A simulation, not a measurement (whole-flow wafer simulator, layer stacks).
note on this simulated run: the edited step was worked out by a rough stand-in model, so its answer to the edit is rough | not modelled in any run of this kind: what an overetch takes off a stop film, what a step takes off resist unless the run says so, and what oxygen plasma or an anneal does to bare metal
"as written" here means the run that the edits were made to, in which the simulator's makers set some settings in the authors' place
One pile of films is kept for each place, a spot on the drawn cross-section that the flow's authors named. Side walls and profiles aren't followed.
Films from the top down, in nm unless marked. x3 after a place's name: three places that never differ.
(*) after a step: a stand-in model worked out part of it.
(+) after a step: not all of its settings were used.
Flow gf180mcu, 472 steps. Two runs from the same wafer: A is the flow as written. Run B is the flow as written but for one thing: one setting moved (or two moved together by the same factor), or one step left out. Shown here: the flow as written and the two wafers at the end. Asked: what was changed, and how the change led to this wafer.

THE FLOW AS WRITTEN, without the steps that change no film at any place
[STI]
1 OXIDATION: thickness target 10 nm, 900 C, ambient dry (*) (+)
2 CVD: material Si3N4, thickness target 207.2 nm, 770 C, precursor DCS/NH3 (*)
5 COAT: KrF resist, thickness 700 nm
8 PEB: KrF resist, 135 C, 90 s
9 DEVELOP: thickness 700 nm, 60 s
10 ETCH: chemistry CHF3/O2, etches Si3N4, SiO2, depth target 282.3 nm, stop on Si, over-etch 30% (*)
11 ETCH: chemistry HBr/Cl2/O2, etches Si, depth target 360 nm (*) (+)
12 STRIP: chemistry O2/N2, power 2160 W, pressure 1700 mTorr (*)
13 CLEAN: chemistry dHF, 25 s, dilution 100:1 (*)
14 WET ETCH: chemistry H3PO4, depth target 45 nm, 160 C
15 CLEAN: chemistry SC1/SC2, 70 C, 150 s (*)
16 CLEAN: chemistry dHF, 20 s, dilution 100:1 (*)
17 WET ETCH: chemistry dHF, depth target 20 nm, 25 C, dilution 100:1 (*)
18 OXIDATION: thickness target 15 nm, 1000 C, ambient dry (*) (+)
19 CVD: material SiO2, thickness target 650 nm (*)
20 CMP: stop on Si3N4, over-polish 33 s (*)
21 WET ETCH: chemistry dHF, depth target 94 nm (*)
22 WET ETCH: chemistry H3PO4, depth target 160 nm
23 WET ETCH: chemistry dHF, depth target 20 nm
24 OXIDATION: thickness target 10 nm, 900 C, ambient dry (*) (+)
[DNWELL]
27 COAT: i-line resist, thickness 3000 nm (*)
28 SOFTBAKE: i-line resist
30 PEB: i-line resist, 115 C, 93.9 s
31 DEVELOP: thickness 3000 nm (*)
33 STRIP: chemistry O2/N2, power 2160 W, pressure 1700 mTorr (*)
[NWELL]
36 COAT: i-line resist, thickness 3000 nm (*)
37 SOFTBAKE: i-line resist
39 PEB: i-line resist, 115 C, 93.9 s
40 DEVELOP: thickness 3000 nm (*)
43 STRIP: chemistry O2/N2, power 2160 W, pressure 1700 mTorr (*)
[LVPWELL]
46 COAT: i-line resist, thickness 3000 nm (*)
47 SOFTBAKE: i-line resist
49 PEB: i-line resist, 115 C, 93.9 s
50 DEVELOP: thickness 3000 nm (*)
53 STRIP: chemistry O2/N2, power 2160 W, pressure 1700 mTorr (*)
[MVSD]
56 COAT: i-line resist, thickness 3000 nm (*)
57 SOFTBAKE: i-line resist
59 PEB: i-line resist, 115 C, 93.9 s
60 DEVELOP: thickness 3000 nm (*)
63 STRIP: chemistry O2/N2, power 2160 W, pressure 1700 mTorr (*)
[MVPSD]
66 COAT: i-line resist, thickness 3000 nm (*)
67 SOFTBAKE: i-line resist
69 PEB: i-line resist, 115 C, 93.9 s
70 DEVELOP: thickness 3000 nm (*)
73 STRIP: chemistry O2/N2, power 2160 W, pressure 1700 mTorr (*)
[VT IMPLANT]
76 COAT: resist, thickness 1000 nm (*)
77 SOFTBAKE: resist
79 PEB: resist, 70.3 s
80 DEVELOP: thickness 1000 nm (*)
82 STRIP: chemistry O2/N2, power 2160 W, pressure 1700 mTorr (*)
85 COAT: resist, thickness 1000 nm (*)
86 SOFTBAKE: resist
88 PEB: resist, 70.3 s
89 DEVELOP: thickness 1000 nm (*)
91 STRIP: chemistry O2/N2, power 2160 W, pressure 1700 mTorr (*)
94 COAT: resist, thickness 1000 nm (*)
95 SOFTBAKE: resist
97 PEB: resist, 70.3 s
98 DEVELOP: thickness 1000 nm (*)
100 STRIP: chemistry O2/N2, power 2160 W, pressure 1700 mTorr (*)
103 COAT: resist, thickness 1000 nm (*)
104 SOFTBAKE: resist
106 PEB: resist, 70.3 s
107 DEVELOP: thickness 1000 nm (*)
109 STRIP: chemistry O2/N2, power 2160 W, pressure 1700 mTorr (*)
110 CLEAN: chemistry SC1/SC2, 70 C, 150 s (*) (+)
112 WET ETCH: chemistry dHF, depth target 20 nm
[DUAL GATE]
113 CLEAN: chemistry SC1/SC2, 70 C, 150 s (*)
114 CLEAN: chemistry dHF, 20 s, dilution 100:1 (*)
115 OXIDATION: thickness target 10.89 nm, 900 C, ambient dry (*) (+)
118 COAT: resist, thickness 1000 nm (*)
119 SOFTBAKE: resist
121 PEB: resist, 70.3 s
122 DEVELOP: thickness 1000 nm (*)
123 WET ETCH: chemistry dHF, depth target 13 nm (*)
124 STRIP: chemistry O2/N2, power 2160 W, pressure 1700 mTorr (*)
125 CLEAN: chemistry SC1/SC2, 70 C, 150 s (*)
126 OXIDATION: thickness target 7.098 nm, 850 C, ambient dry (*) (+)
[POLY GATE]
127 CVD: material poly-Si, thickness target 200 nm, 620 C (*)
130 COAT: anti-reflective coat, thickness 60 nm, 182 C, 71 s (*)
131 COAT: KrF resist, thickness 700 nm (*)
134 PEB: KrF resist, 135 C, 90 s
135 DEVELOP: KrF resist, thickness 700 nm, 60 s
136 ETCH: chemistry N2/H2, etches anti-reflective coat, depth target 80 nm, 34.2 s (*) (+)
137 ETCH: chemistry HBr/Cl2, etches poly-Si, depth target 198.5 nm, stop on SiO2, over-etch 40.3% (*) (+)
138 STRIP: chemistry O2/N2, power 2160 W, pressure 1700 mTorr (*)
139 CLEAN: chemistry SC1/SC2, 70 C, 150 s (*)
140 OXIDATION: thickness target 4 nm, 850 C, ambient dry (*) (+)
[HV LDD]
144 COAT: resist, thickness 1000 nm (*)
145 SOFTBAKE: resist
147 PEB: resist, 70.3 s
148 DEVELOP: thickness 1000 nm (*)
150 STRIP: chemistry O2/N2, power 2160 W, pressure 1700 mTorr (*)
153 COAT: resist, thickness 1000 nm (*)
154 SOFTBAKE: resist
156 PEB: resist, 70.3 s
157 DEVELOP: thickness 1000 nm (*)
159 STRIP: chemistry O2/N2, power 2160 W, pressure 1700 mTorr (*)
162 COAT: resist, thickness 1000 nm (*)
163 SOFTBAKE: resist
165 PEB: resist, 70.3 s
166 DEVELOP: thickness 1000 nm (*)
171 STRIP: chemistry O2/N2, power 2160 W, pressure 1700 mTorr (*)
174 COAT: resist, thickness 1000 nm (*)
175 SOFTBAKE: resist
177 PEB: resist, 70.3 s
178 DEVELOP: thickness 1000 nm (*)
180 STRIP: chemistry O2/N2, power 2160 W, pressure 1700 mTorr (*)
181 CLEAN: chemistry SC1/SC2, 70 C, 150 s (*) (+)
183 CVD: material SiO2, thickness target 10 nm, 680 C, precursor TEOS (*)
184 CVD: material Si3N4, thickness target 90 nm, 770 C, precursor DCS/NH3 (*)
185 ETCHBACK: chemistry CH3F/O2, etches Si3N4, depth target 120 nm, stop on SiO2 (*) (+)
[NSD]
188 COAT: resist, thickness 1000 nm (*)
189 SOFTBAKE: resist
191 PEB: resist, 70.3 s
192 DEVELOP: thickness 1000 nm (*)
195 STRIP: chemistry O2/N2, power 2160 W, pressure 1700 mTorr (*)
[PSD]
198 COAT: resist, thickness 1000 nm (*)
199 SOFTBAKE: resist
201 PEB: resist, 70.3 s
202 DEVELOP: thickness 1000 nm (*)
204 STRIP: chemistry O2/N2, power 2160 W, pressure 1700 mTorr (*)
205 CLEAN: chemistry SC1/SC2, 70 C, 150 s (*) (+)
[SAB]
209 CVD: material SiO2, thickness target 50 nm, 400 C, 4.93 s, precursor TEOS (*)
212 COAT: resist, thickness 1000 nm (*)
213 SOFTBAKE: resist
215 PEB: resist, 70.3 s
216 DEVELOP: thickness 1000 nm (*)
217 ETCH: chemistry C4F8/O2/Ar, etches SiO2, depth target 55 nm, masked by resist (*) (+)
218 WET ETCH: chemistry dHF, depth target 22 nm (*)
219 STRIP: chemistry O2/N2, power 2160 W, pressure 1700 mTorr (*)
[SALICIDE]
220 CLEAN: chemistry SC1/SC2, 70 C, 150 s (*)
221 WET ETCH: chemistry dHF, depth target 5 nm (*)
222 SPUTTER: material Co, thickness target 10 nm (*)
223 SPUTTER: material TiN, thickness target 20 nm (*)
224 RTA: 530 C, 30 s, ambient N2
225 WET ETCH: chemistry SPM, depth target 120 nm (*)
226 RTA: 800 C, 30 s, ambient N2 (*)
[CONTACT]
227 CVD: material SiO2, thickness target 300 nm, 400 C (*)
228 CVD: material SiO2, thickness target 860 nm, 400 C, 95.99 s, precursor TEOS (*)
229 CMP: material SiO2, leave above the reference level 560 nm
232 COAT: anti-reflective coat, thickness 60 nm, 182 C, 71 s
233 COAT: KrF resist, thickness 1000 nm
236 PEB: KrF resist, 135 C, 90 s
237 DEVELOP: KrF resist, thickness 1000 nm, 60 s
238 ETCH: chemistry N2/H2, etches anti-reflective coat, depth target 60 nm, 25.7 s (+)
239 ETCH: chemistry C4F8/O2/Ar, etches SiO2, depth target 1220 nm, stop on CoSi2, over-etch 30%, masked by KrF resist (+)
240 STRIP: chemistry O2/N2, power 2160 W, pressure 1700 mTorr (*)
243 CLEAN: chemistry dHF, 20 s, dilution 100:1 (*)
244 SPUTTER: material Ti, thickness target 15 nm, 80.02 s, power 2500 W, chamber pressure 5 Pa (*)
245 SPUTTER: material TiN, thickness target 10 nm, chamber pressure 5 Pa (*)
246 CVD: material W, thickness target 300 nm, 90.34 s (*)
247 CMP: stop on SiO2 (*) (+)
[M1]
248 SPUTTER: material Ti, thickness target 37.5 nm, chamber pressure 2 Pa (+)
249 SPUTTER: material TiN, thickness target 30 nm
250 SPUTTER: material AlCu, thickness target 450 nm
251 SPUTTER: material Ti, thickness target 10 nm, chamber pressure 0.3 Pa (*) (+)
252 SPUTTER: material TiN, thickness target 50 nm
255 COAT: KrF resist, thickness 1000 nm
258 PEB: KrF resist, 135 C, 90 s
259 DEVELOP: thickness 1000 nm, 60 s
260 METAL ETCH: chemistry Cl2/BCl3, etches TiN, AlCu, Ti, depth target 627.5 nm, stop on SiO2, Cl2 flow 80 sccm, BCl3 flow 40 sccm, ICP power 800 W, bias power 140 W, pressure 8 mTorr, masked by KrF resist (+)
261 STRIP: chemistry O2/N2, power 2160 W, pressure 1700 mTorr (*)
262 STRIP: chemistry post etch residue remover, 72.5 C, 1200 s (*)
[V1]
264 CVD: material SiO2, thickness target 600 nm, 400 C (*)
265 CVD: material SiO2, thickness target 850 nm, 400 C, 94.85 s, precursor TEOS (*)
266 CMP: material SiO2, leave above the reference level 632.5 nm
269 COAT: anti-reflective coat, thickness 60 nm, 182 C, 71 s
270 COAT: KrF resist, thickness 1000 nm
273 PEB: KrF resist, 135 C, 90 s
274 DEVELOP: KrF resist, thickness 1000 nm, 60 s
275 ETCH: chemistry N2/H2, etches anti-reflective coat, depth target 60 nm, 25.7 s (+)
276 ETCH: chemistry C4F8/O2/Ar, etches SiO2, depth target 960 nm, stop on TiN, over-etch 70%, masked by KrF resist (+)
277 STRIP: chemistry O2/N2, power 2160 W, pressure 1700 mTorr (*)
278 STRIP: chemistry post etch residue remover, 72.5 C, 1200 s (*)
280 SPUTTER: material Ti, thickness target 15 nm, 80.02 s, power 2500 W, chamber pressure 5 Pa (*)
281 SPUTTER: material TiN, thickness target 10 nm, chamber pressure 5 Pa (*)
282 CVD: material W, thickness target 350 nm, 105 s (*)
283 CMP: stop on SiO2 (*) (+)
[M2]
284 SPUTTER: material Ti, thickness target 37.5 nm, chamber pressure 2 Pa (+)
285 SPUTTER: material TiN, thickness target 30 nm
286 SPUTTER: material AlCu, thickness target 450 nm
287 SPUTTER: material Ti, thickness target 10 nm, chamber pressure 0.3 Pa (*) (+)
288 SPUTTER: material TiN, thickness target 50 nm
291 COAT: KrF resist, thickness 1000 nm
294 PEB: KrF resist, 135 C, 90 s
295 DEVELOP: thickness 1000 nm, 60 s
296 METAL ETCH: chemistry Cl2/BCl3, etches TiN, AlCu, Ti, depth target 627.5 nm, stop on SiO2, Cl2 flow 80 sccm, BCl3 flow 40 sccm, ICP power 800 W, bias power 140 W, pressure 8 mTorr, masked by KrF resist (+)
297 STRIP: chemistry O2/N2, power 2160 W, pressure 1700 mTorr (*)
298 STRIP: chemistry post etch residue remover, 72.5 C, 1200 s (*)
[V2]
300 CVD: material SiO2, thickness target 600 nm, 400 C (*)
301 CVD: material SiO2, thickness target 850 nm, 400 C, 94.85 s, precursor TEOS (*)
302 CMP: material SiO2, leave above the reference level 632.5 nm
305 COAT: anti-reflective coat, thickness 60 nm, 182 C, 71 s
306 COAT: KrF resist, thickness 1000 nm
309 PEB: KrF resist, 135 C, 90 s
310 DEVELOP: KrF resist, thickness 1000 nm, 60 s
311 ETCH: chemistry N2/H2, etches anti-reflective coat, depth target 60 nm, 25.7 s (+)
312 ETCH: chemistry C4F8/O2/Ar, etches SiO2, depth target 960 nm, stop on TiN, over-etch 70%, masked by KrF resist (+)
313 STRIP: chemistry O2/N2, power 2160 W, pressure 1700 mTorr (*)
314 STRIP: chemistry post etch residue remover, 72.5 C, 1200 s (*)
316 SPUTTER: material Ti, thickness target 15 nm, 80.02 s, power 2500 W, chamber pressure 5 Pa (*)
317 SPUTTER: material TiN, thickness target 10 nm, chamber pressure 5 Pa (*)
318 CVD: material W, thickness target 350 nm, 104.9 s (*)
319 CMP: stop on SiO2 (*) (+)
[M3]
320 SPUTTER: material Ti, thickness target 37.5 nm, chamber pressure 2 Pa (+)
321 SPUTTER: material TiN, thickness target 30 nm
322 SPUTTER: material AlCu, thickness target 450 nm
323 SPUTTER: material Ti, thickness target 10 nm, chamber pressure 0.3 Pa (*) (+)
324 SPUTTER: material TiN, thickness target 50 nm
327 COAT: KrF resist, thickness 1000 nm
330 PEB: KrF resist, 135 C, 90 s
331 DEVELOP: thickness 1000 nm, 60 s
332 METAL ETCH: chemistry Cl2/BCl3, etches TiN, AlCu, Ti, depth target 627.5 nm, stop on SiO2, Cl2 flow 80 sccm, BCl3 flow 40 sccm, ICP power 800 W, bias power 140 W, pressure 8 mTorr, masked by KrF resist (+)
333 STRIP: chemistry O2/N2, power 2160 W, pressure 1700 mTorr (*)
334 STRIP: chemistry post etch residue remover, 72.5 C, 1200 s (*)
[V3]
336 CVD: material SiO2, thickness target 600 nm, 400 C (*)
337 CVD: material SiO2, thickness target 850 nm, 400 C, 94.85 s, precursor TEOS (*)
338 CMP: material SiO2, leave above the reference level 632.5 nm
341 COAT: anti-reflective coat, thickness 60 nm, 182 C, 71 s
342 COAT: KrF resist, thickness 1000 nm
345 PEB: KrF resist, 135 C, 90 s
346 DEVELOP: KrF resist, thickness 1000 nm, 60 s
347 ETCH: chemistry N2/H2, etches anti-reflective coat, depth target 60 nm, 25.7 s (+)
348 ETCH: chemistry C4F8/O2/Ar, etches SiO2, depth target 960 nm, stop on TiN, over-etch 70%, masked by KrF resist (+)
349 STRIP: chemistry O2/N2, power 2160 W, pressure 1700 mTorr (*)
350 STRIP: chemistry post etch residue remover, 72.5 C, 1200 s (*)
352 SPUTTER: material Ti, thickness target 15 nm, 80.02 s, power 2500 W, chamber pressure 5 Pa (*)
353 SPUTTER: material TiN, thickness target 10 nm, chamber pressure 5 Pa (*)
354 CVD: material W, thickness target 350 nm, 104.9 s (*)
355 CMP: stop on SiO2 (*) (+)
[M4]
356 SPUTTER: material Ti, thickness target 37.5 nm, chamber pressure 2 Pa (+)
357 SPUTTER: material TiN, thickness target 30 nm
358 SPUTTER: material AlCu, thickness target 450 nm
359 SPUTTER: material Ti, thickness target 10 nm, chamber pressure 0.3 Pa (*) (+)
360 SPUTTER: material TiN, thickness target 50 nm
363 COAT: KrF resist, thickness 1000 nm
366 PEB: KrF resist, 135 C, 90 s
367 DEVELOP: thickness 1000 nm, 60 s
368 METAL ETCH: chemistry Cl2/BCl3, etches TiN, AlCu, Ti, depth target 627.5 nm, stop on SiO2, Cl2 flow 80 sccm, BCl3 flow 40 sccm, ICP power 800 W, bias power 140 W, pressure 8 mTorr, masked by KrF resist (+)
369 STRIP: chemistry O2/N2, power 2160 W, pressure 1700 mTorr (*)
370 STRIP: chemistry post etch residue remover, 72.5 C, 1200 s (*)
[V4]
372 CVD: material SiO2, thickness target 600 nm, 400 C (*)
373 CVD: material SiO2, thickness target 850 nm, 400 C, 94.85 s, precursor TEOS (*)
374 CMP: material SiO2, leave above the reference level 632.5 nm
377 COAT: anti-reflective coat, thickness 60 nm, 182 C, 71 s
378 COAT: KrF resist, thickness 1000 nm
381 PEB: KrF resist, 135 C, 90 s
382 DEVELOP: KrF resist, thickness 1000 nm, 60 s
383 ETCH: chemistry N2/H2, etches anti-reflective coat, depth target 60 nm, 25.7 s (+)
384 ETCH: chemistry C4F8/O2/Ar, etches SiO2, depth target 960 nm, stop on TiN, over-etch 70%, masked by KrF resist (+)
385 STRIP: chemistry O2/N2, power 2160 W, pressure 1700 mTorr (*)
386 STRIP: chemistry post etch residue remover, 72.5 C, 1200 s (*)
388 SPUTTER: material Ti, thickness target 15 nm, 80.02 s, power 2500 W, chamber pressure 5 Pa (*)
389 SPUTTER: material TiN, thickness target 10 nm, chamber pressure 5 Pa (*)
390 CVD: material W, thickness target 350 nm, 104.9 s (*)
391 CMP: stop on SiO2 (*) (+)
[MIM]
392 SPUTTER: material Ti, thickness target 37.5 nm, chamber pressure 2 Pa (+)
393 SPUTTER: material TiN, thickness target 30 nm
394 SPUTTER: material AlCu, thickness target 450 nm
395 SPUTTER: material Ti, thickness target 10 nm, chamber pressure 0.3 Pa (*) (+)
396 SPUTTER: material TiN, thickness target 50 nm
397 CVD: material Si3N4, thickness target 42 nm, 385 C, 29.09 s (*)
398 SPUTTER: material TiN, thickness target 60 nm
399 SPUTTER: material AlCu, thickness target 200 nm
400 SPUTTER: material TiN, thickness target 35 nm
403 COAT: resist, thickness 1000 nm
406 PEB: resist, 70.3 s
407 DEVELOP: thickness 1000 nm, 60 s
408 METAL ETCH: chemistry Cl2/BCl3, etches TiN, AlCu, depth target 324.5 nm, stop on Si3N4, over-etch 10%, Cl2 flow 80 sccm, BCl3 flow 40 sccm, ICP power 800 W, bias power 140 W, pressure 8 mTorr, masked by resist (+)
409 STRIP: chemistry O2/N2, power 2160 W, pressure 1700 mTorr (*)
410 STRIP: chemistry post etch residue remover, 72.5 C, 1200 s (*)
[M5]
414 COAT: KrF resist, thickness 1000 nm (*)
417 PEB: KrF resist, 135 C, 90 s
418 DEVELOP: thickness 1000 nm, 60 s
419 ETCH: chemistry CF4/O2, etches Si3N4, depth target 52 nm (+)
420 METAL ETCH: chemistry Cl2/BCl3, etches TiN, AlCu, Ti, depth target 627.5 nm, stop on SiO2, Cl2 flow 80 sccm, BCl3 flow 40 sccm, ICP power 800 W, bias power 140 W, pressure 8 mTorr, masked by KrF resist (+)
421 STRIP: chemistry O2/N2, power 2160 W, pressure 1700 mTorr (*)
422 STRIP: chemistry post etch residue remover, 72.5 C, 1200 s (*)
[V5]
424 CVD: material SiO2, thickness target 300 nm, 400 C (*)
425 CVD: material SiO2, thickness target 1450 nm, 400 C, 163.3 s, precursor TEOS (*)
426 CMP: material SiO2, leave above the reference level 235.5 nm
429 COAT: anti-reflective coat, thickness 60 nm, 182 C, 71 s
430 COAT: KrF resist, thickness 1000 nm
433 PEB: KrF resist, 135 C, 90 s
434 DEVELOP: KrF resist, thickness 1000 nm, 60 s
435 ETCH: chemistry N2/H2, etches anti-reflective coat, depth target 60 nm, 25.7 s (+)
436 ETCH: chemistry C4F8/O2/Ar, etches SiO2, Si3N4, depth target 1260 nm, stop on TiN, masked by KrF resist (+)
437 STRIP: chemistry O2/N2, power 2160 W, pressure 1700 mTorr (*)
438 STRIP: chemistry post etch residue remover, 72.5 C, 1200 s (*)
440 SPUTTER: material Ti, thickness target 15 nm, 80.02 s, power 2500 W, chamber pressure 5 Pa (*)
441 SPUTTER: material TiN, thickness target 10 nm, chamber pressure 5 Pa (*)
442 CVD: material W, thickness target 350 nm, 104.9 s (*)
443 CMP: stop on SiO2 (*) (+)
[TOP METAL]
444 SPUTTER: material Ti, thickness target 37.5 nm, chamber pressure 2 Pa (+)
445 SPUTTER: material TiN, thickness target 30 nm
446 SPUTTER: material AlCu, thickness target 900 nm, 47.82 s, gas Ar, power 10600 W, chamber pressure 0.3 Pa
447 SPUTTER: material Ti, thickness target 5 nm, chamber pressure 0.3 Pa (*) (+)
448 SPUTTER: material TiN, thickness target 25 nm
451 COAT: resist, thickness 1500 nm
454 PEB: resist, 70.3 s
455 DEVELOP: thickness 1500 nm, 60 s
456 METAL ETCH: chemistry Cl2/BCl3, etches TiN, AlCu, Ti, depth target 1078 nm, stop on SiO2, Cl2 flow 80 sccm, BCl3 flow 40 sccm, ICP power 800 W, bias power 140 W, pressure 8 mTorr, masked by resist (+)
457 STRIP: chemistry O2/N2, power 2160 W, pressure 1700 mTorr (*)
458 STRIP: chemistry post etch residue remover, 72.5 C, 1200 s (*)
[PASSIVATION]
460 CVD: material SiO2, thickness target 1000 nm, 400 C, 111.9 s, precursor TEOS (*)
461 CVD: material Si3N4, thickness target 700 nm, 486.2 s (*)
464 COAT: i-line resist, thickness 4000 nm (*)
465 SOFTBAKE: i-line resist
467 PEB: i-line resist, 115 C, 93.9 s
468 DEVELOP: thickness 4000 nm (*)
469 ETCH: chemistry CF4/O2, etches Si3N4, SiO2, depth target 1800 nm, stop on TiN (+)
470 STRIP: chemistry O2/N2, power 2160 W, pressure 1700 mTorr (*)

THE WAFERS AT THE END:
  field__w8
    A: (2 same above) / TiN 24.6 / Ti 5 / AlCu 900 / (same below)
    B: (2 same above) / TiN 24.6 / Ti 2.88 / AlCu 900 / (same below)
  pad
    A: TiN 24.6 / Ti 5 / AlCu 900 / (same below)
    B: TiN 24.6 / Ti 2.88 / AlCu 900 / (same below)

The cause: step 447, SPUTTER: thickness target 2.88 nm was run, where the flow has thickness target 5 nm.
It can be read off the wafer: field__w8 has Ti 2.88, and step 447 as written asks for 5 nm.

How the change led to this, step by step:
  447 SPUTTER: material Ti, thickness target 5 nm, chamber pressure 0.3 Pa (*) (+)
      field, field__w1, field__w2 and 109 more: A Ti +5 (new film) | B Ti +2.88 (new film)
  456 METAL ETCH: chemistry Cl2/BCl3, etches TiN, AlCu, Ti, depth target 1078 nm, stop on SiO2, Cl2 flow 80 sccm, BCl3 flow 40 sccm, ICP power 800 W, bias power 140 W, pressure 8 mTorr, masked by resist (+)
      field, field__w1, field__w2 and 103 more: A TiN -25 (all of it), Ti -5 (all of it), AlCu -900 (all of it), TiN -30 (all of it), Ti -37.5 (all of it) | B TiN -25 (all of it), Ti -2.88 (all of it), AlCu -900 (all of it), TiN -30 (all of it), Ti -37.5 (all of it)
